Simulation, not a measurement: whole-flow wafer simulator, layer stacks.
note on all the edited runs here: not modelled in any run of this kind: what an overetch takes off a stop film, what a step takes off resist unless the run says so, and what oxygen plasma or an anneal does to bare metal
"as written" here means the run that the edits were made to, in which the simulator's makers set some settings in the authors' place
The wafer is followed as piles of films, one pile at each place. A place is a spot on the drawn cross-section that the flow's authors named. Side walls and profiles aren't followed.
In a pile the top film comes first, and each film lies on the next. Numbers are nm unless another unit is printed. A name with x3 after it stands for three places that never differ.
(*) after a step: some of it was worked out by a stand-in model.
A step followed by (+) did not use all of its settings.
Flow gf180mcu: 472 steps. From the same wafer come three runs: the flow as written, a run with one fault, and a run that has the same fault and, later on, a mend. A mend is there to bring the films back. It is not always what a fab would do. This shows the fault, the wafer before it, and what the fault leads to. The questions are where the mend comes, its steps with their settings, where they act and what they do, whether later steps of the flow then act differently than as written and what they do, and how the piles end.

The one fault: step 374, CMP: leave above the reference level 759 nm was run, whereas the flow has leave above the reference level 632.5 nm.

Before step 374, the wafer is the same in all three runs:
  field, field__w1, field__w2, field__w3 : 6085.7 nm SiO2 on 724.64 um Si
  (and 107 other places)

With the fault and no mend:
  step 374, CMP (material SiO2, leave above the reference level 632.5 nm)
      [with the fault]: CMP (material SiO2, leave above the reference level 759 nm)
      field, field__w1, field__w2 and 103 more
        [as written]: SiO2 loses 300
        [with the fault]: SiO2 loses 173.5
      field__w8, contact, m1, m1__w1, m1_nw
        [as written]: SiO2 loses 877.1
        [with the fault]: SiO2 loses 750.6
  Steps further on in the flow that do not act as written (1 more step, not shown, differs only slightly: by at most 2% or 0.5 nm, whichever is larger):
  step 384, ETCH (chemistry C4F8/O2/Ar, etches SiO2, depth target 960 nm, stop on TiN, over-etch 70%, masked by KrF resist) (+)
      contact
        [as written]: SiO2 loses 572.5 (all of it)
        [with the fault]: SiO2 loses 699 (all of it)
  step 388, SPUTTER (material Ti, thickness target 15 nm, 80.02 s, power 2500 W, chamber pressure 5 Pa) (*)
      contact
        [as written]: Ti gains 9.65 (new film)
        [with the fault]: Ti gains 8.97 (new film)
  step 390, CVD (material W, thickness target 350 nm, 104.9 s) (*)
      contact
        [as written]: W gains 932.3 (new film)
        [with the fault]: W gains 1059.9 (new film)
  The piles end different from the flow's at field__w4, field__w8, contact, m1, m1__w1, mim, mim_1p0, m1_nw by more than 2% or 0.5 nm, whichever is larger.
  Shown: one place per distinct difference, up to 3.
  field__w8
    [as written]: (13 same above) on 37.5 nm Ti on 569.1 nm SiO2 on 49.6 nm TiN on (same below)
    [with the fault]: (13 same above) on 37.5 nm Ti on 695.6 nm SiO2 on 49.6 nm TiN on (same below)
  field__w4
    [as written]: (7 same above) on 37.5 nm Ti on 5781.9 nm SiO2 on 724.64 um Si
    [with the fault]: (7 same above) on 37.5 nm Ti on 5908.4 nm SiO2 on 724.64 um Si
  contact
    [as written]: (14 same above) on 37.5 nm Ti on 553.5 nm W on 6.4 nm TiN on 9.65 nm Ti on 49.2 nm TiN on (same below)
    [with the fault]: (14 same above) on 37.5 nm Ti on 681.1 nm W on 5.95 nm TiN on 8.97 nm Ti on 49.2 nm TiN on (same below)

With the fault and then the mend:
  The mend follows step 374.
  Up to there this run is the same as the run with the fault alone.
  step 374a, CMP (material SiO2, leave above the reference level 632.5 nm) (the flow's step 374, run once more)
      field, field__w1, field__w2 and 108 more
        SiO2 loses 126.5
  Later steps of the flow that are run all act as written at every place that is followed.
  By the end, the piles equal the flow's at every place that both follow.
